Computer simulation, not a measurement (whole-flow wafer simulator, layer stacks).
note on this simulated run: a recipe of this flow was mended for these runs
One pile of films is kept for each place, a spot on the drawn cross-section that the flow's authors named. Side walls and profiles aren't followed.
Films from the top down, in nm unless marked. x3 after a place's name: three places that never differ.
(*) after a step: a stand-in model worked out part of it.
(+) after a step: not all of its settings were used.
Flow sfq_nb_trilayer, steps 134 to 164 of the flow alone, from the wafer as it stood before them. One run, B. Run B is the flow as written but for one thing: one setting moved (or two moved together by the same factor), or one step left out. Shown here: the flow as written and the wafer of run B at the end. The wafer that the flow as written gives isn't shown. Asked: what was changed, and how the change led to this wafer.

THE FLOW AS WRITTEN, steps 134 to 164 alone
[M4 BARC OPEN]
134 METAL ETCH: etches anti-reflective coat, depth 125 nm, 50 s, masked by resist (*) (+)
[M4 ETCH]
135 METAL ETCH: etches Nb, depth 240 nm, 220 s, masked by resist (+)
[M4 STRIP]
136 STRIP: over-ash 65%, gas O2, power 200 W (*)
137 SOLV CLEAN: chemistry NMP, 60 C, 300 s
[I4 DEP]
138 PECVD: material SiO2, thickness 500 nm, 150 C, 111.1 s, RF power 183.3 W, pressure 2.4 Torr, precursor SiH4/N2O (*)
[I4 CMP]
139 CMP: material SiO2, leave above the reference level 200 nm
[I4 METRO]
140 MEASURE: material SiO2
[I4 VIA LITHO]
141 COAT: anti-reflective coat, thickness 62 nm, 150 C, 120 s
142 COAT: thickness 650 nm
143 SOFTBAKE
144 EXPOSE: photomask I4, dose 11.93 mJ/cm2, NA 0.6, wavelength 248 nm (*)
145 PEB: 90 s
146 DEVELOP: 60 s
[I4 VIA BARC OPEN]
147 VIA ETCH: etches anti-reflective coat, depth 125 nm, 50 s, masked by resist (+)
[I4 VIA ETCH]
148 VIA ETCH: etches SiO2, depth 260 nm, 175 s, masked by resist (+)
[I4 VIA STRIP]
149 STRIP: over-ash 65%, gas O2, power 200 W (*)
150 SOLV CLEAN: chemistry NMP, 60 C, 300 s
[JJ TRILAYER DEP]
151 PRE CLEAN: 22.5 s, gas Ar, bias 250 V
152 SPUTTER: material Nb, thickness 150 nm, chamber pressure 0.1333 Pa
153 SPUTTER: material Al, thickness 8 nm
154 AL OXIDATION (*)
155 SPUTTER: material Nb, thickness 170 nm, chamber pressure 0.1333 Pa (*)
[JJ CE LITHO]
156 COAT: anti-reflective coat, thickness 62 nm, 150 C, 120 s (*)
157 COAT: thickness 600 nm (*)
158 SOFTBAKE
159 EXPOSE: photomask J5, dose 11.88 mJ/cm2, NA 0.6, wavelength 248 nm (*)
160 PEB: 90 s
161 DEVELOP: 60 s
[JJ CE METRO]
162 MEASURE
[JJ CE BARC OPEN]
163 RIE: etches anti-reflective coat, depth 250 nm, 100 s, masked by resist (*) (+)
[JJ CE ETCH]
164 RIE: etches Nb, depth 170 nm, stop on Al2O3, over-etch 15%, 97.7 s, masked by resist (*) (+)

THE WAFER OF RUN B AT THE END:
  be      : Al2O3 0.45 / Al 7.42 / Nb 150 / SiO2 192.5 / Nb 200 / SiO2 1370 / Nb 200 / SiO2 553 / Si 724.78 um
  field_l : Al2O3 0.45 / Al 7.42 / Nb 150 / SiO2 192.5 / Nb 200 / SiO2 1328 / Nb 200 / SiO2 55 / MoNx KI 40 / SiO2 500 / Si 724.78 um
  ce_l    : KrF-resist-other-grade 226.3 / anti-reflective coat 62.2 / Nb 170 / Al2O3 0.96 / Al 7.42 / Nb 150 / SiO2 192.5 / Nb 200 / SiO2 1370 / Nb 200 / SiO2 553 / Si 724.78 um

The cause: step 135, METAL ETCH: etches Nb, depth 240 nm, 220 s, masked by resist (+), was left out.

How the change led to this, step by step:
  136 STRIP: over-ash 65%, gas O2, power 200 W (*)
      p4_fl x5, p4_w1 x9, wl_j_sl x14, wl_jj: KrF-resist-other-grade -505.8 (all of it), anti-reflective coat -62 (all of it) (as written it would be: KrF-resist-other-grade -364.6 (all of it), anti-reflective coat -62 (all of it))
      ln_m5, lsp_m: KrF-resist-other-grade -505.2 (all of it), anti-reflective coat -62.3 (all of it) (as written it would be: KrF-resist-other-grade -364 (all of it), anti-reflective coat -62.3 (all of it))
      (and at 8 more places)
  138 PECVD: material SiO2, thickness 500 nm, 150 C, 111.1 s, RF power 183.3 W, pressure 2.4 Torr, precursor SiH4/N2O (*)
      field_l, be, be_sur and 55 more: SiO2 +500 (new film) (as written it would be: SiO2 +500)
      p3_s0 x6: SiO2 +500 (new film) (as written it would be: SiO2 +561.1)
      (and at 3 more places)
  139 CMP: material SiO2, leave above the reference level 200 nm
      field_l, be, be_sur and 55 more: SiO2 -300 (as written it would be: SiO2 -96)
      p3_s0 x6: SiO2 -300 (as written it would be: SiO2 -157.1)
      (and at 3 more places)
Counting metal films that touch as one body, be has 3 bodies (between them, from the top down: SiO2 192.5; SiO2 1370); the flow as written gives 2 bodies (between them, from the top down: SiO2 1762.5).
Counting metal films that touch as one body, field_l has 4 bodies (between them, from the top down: SiO2 192.5; SiO2 1328; SiO2 55); the flow as written gives 3 bodies (between them, from the top down: SiO2 1720.5; SiO2 55).
Counting metal films that touch as one body, ce_l has 4 bodies (between them, from the top down: Al2O3 0.96; SiO2 192.5; SiO2 1370); the flow as written gives 3 bodies (between them, from the top down: Al2O3 0.96; SiO2 1762.5).
